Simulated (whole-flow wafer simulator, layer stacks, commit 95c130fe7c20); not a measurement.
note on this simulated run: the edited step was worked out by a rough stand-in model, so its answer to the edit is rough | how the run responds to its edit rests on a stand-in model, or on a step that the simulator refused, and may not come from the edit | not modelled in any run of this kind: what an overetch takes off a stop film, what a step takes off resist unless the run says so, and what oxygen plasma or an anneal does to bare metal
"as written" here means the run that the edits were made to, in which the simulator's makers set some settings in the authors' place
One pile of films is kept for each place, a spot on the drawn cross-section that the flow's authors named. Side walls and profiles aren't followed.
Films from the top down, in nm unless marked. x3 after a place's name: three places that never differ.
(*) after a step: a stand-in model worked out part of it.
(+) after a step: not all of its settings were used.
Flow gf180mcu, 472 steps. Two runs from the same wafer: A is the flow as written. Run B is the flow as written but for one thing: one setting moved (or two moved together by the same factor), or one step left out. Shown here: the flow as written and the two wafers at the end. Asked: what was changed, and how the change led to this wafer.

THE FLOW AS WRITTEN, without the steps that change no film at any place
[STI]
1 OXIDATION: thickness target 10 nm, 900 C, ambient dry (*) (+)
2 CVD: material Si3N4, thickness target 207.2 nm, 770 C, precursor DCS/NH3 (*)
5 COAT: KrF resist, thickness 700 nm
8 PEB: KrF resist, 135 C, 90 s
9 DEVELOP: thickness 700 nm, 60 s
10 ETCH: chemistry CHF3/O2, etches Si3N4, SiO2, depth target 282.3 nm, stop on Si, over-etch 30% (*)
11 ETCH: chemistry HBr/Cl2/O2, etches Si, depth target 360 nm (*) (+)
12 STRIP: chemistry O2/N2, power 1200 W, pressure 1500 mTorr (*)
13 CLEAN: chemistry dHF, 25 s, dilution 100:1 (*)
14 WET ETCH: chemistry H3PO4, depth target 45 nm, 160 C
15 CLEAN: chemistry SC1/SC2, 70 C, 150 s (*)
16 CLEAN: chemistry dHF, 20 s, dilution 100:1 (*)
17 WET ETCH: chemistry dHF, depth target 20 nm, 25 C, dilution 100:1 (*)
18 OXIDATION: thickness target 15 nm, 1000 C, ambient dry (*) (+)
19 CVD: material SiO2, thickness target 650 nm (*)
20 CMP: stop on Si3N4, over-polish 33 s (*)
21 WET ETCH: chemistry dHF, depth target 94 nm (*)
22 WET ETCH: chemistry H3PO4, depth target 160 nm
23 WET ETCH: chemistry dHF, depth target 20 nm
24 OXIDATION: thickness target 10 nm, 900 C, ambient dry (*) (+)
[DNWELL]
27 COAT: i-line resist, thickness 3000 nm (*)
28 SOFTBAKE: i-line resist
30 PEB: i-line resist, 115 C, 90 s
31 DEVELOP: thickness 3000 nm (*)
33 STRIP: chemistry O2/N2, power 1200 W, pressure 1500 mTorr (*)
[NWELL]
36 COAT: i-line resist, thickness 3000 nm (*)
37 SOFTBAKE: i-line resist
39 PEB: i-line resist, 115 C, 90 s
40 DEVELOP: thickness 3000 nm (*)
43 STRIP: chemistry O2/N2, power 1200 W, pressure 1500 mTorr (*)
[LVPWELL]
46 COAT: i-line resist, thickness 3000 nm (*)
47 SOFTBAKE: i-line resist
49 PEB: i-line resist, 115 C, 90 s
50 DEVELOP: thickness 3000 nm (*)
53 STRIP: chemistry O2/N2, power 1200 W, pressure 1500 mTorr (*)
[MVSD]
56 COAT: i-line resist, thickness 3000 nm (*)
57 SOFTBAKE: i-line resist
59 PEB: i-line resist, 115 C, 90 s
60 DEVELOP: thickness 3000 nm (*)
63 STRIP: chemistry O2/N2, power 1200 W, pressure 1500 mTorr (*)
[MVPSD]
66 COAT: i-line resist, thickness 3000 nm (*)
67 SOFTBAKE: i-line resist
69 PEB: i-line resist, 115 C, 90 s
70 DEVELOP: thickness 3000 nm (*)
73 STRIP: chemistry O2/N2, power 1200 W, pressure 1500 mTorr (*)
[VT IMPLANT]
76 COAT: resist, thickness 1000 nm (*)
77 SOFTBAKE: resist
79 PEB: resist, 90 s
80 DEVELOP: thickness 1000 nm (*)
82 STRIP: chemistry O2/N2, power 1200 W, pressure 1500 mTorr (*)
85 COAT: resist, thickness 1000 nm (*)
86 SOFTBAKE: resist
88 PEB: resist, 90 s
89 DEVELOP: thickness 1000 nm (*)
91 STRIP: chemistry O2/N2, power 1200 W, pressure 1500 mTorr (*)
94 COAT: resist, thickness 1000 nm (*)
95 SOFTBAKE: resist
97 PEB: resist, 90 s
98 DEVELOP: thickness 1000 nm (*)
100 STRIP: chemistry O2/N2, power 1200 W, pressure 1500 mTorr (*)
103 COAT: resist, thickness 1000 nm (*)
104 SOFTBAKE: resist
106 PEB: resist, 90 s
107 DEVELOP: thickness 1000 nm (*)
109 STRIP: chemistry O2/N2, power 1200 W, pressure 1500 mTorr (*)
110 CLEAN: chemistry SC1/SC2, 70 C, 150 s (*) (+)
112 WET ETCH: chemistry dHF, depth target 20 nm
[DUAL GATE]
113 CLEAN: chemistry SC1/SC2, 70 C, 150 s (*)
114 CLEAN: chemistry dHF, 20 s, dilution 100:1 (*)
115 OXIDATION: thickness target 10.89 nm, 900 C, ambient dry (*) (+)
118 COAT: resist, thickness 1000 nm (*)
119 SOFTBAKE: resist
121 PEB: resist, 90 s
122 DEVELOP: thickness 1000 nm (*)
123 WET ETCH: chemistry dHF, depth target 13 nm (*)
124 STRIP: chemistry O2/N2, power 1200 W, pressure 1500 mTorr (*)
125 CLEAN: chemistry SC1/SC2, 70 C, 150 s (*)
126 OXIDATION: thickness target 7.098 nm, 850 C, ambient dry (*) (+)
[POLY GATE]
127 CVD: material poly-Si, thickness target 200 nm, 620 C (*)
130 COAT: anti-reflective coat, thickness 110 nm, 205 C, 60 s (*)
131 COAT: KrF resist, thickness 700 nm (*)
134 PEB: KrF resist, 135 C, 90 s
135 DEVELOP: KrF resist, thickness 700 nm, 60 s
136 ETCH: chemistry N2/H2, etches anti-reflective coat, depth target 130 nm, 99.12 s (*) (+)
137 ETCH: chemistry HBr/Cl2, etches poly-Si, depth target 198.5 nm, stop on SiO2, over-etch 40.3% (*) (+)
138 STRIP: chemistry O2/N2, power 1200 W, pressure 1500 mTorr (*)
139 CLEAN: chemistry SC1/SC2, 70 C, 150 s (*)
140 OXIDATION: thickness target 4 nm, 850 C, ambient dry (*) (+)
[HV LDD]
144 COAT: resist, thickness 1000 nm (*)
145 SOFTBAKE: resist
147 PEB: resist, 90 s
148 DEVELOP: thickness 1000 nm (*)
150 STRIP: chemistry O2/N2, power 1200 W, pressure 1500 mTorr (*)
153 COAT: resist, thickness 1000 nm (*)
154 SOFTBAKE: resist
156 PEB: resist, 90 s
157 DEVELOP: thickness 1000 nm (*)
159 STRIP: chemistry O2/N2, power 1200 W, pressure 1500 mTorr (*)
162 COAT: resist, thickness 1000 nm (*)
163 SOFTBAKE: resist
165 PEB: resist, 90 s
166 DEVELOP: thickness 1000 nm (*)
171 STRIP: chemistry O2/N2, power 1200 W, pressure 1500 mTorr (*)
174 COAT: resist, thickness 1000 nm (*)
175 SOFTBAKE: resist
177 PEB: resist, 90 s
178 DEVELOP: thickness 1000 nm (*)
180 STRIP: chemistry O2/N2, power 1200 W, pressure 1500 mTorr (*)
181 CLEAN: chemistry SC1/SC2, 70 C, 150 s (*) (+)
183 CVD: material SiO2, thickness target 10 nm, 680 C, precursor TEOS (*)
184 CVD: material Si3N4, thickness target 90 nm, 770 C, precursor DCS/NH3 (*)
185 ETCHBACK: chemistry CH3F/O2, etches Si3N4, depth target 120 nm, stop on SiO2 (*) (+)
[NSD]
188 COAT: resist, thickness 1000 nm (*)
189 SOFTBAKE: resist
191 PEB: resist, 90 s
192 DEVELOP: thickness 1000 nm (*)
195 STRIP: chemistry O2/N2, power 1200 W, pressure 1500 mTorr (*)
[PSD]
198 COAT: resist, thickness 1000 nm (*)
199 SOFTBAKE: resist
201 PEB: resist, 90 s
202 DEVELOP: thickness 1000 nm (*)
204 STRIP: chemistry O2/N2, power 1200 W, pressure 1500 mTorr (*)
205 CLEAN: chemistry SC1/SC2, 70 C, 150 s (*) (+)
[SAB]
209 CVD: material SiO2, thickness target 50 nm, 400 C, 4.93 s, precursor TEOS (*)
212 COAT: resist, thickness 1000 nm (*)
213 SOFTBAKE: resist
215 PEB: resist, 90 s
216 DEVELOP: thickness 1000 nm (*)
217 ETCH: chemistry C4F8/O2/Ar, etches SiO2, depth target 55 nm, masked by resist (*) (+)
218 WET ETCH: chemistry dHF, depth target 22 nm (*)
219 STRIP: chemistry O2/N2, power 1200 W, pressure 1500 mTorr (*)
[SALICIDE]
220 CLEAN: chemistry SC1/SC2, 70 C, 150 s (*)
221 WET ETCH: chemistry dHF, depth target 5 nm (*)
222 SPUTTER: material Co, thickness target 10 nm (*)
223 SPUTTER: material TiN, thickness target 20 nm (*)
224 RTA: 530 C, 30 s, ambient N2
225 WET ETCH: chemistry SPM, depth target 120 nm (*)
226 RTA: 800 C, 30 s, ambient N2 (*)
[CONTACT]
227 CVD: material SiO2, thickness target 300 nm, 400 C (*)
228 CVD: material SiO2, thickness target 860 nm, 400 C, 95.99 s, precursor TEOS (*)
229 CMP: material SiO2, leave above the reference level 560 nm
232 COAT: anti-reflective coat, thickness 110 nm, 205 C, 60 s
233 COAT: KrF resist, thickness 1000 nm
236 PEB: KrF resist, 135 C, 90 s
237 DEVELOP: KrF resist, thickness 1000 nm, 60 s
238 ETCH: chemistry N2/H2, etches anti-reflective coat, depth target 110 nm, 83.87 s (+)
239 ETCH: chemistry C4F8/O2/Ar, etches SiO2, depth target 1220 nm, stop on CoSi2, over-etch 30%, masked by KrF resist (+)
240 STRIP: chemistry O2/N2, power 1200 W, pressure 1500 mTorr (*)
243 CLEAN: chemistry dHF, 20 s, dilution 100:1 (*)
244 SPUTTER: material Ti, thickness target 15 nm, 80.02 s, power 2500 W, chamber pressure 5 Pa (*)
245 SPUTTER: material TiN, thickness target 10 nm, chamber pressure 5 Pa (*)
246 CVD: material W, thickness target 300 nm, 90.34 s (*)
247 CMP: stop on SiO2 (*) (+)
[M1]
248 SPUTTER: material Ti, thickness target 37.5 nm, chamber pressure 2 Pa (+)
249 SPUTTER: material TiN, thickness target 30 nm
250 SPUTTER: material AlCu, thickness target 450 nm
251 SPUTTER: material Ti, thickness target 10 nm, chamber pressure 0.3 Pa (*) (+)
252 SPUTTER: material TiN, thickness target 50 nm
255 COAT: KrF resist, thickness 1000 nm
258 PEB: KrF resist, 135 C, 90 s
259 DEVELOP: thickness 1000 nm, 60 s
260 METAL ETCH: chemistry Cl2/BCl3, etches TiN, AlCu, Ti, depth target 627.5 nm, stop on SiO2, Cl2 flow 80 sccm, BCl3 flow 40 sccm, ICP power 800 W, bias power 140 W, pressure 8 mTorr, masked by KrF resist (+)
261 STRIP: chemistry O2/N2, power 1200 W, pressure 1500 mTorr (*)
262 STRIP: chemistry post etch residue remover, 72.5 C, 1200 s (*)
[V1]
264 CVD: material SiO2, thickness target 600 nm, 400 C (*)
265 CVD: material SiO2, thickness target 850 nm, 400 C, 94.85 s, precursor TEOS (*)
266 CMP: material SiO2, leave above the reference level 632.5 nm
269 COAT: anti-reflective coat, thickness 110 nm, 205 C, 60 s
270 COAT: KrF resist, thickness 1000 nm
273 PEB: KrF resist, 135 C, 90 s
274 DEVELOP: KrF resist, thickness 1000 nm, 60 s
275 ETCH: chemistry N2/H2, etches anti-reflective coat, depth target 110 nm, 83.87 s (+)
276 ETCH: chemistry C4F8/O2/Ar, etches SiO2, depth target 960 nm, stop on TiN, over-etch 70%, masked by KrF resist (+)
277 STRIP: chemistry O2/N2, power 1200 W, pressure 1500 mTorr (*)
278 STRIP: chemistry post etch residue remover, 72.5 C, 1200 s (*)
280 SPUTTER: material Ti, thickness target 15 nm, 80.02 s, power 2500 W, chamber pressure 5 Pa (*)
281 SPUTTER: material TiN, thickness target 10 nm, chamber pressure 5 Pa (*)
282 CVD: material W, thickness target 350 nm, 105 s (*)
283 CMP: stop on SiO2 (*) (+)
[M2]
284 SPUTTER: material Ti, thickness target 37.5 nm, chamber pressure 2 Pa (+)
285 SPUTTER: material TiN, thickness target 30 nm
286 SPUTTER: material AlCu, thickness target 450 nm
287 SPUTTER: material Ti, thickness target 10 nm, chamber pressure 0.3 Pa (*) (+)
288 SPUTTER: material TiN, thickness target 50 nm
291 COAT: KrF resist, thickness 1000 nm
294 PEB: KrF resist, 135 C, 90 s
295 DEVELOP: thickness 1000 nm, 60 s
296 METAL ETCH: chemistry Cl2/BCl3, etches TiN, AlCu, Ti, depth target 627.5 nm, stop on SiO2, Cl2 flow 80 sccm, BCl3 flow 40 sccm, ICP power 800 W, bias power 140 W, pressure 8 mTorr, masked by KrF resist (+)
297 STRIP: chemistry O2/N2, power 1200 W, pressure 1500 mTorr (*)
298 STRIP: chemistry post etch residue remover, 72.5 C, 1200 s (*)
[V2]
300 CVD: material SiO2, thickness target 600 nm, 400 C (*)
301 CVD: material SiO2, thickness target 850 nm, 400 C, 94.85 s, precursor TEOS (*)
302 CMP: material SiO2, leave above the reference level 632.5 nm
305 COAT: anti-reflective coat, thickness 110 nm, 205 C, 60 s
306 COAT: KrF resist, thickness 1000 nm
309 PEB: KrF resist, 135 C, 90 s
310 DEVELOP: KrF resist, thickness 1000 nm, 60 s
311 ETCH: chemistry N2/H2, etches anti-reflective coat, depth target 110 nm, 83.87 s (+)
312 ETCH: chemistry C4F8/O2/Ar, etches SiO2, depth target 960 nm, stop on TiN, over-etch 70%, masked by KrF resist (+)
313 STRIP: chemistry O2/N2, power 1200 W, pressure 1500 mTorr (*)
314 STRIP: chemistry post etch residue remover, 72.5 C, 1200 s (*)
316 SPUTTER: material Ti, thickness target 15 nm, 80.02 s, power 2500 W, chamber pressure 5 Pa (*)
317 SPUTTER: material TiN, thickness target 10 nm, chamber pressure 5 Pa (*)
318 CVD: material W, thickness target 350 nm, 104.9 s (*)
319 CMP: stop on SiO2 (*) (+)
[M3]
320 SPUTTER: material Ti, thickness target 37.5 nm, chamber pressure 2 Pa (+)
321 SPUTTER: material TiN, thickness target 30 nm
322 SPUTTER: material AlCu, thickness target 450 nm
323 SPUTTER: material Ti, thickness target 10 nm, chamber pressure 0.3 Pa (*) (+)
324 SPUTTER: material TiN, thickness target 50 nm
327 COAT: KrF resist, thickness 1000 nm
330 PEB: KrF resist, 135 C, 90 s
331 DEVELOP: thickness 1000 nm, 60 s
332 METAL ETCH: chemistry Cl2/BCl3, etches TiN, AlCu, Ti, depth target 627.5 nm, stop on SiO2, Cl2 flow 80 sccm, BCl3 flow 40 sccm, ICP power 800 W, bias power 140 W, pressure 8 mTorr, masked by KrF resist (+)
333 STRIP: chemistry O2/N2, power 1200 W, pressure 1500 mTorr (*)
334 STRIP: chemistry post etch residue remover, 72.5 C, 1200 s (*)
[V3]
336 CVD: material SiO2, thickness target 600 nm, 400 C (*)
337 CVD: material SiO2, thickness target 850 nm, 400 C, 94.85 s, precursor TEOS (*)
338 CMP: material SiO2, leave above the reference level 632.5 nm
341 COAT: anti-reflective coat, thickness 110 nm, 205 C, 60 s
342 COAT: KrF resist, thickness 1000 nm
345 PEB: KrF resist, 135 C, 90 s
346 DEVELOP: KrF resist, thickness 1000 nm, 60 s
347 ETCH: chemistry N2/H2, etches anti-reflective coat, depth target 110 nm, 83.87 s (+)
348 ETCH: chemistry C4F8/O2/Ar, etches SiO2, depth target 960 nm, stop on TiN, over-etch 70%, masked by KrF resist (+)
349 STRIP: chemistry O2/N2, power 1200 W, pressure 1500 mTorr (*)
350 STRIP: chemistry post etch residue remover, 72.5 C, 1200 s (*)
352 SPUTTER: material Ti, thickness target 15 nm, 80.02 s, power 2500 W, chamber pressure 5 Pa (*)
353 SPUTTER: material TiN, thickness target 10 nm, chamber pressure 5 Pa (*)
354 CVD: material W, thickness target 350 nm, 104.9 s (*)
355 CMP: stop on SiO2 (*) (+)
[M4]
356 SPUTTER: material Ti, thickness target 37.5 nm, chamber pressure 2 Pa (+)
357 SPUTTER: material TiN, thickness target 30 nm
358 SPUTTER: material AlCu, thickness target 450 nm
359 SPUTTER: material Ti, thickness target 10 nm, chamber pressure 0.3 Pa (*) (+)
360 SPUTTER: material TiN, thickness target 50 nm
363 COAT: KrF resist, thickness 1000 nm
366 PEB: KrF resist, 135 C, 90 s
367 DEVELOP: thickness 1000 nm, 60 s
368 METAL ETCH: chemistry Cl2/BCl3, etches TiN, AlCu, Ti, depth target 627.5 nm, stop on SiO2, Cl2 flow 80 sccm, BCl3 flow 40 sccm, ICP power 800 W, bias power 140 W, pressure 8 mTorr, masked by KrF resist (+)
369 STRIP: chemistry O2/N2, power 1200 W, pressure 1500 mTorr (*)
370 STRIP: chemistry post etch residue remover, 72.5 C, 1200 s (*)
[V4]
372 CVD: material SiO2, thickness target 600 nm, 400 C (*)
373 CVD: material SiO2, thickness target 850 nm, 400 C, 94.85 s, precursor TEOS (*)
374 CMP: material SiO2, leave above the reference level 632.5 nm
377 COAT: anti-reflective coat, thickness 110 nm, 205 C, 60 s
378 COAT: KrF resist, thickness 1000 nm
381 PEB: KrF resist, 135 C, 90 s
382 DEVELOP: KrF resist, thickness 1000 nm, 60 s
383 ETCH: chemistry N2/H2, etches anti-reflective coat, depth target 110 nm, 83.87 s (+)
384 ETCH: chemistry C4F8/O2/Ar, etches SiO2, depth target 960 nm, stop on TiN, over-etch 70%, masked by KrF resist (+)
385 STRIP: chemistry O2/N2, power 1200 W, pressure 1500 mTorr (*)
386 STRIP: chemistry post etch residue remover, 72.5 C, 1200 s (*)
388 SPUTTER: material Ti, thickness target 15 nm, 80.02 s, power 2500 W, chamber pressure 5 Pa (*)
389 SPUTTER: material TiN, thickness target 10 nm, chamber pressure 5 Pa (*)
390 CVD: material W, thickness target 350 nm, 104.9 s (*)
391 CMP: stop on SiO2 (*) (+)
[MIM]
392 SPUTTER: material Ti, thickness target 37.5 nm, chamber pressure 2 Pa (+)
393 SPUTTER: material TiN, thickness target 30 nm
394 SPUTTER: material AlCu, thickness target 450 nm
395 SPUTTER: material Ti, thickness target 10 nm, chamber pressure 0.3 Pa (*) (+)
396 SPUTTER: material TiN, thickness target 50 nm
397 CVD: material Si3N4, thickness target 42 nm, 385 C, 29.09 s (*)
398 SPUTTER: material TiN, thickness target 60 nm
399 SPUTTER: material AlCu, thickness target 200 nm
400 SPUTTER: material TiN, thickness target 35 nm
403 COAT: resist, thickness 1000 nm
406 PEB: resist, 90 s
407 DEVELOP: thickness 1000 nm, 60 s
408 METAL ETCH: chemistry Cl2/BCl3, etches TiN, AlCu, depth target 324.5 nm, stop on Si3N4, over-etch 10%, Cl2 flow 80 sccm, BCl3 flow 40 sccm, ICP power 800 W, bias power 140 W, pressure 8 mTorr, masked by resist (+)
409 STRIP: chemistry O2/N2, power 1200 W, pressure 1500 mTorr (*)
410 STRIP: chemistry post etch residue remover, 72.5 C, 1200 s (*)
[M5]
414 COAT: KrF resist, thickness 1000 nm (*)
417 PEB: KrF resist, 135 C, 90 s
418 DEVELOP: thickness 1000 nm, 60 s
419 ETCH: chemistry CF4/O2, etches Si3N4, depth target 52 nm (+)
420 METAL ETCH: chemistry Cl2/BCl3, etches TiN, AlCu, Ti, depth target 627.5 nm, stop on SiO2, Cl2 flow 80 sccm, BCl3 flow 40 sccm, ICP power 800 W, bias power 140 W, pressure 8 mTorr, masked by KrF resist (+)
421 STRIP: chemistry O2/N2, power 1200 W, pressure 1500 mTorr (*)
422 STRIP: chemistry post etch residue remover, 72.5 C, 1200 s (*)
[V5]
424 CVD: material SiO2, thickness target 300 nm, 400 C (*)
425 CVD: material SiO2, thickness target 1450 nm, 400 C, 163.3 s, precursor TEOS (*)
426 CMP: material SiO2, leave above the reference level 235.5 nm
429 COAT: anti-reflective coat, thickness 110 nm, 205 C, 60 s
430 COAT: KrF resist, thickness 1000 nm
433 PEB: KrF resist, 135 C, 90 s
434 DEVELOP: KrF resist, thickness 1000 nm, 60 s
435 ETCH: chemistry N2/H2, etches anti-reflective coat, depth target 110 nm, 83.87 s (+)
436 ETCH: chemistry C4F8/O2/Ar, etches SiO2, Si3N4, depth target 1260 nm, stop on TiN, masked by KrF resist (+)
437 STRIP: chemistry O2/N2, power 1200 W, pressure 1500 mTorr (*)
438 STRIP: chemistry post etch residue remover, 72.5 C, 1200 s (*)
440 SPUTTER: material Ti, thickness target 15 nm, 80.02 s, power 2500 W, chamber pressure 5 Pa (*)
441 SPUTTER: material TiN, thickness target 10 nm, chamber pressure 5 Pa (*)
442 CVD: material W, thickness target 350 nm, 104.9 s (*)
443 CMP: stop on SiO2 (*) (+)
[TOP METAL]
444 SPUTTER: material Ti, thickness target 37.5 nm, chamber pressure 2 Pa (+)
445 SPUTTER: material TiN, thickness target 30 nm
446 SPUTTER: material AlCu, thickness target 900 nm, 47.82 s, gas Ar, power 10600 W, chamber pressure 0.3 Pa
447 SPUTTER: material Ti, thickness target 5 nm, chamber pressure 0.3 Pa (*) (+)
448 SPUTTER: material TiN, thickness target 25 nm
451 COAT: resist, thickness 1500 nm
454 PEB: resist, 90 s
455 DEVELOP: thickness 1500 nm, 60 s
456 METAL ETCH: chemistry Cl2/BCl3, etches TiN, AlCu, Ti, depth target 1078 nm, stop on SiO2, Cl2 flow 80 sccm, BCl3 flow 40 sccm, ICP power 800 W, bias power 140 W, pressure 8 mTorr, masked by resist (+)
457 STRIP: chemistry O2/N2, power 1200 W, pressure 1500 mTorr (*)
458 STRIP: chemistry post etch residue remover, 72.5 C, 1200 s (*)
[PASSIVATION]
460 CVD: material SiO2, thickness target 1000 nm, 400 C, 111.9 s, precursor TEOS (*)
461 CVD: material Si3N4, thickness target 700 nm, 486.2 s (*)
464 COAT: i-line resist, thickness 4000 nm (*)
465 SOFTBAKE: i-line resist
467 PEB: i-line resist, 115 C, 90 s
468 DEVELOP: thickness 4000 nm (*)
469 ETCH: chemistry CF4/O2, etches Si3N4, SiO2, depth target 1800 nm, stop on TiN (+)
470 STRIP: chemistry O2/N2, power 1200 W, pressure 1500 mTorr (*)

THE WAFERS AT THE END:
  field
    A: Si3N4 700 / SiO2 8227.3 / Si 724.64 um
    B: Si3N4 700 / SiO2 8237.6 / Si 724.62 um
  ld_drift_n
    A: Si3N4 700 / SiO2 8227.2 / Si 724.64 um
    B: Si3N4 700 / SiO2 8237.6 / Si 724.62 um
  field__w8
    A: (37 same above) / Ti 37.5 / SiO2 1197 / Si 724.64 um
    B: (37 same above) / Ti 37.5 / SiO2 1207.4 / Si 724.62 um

The cause: step 18, OXIDATION: 1133 C was run, where the flow has 1000 C.

How the change led to this, step by step:
  18 OXIDATION: thickness target 15 nm, 1000 C, ambient dry (*) (+)
      field, field_sub, sti and 34 more: A SiO2 +15 (new film), Si -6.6 | B SiO2 +38.7 (new film), Si -17
  20 CMP: stop on Si3N4, over-polish 33 s (*)
      sti, mim_1p0, pad and 11 more: A SiO2 -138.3 | B SiO2 -151.6
      nw_enc_fld, nw_enc_fld_lv: A SiO2 -142.4 | B SiO2 -155.6
      (and at 10 more places)
